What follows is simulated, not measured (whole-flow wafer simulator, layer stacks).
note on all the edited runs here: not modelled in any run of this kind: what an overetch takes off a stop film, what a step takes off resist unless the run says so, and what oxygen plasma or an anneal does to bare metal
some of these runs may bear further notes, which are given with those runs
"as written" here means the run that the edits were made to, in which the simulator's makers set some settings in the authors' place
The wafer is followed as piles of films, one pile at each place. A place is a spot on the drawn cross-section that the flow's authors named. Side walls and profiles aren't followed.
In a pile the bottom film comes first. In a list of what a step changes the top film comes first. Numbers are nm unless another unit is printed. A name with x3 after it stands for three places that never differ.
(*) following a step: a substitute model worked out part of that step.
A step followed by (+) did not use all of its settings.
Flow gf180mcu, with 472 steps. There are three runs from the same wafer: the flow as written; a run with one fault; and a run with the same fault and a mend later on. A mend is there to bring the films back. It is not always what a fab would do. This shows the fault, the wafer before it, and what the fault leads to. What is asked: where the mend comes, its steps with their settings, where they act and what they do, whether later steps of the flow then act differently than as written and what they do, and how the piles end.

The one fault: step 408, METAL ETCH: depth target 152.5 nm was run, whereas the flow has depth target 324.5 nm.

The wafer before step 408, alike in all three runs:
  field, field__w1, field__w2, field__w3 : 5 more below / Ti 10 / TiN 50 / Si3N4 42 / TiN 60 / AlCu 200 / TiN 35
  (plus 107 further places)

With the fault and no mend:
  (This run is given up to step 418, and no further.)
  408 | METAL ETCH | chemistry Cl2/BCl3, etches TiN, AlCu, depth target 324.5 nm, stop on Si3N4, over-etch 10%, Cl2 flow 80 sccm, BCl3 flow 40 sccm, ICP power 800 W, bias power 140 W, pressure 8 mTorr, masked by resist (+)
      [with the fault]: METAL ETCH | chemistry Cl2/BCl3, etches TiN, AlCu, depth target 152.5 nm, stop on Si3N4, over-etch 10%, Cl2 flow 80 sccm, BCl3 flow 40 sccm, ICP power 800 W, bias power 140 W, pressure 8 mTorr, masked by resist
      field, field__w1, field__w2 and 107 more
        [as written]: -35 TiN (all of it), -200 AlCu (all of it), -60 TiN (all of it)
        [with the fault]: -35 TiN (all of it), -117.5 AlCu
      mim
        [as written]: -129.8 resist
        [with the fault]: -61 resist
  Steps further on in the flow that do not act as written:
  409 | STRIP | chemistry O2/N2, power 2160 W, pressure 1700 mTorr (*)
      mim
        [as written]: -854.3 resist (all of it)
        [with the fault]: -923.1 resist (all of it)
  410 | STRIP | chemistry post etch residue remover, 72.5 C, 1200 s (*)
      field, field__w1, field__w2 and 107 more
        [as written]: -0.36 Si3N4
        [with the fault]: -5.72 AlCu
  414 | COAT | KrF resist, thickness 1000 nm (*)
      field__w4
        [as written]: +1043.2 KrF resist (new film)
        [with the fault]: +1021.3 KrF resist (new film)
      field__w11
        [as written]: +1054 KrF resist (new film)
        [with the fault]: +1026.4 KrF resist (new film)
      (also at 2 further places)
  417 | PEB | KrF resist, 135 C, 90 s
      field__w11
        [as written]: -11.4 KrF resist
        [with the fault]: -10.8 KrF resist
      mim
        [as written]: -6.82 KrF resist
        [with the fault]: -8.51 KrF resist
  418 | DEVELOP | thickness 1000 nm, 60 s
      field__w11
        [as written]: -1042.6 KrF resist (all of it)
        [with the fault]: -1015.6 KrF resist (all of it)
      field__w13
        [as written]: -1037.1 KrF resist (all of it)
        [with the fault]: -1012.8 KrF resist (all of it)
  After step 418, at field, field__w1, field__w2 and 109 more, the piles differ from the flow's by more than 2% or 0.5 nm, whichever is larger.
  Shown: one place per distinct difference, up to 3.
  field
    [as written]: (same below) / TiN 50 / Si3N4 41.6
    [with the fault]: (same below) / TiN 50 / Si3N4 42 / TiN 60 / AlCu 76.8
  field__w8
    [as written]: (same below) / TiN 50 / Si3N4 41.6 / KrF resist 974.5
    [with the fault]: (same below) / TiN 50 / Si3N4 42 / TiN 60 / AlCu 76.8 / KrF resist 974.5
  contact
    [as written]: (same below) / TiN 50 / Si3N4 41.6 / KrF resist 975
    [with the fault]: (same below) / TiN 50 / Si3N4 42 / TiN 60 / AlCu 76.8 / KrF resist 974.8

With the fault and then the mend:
  After step 410 comes the mend.
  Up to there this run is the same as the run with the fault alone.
  410a | DEHYDRATE | 200 C, 60 s (the flow's step 401, run once more)
      alters no film at any place that is followed
  410b | HMDS | 120 C, 60 s (the flow's step 402, run once more)
      alters no film at any place that is followed
  410c | COAT | resist, thickness 1000 nm (*) (the flow's step 403, run once more)
      field__w8, m1__w1, iso_ptap_pw and 39 more
        +1000 resist (new film)
      field_sub__w1, field_sub__w5, n_well and 6 more
        +1000.6 resist (new film)
      field_sub, field_sub__w2, field_sub__w3, field_sub__w4, ld_fp_n, ld_drift_n, ld_drn_n, ld_sd_p
        +1000.8 resist (new film)
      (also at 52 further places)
  410d | SOFTBAKE | resist (the flow's step 404, run once more)
      field__w5, field__w9
        -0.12 resist
      gate_p_hv, gate_p_hv5
        -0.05 resist
      field__w2
        +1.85 resist
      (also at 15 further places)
  410e | EXPOSE | photomask FuseTop (the flow's step 405, run once more)
      alters no film at any place that is followed
  410f | PEB | resist, 70.3 s (the flow's step 406, run once more)
      field, field__w1, field__w2 and 98 more
        -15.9 resist
      field__w3, field__w7, field__w12, pplus_u, ppoly_sal
        -16 resist
      field__w11, field__w13, ppoly_u, npoly_sal
        -16.1 resist
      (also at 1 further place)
  410g | DEVELOP | thickness 1000 nm, 60 s (the flow's step 407, run once more)
      field__w8, m1__w1, iso_ptap_pw and 39 more
        -984.1 resist (all of it)
      field_sub__w1, field_sub__w5, n_well and 7 more
        -984.7 resist (all of it)
      field_sub, field_sub__w2, field_sub__w3, field_sub__w4, ld_acc_n, ld_fp_n, ld_drift_n, ld_drn_n
        -984.9 resist (all of it)
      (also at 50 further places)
  410h | METAL ETCH | chemistry Cl2/BCl3, etches TiN, AlCu, depth target 172 nm, stop on Si3N4, over-etch 10%, Cl2 flow 80 sccm, BCl3 flow 40 sccm, ICP power 800 W, bias power 140 W, pressure 8 mTorr, masked by resist (+) (the flow's step 408, run once more with other settings)
      field, field__w1, field__w2 and 107 more
        -76.8 AlCu (all of it), -60 TiN (all of it)
      mim
        -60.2 resist
  410i | STRIP | chemistry O2/N2, power 2160 W, pressure 1700 mTorr (*) (the flow's step 409, run once more)
      mim
        -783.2 resist (all of it)
  410j | STRIP | chemistry post etch residue remover, 72.5 C, 1200 s (*) (the flow's step 410, run once more)
      field, field__w1, field__w2 and 107 more
        -0.36 Si3N4
      mim
        -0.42 TiN
  None of the later steps of the flow differs from how it acts as written, at any place that is followed, by more than 2% or 0.5 nm, whichever is larger.
  When the end is reached, the piles differ only a little from the flow's at the places that both follow, at most by 2% or 0.5 nm, whichever is larger.
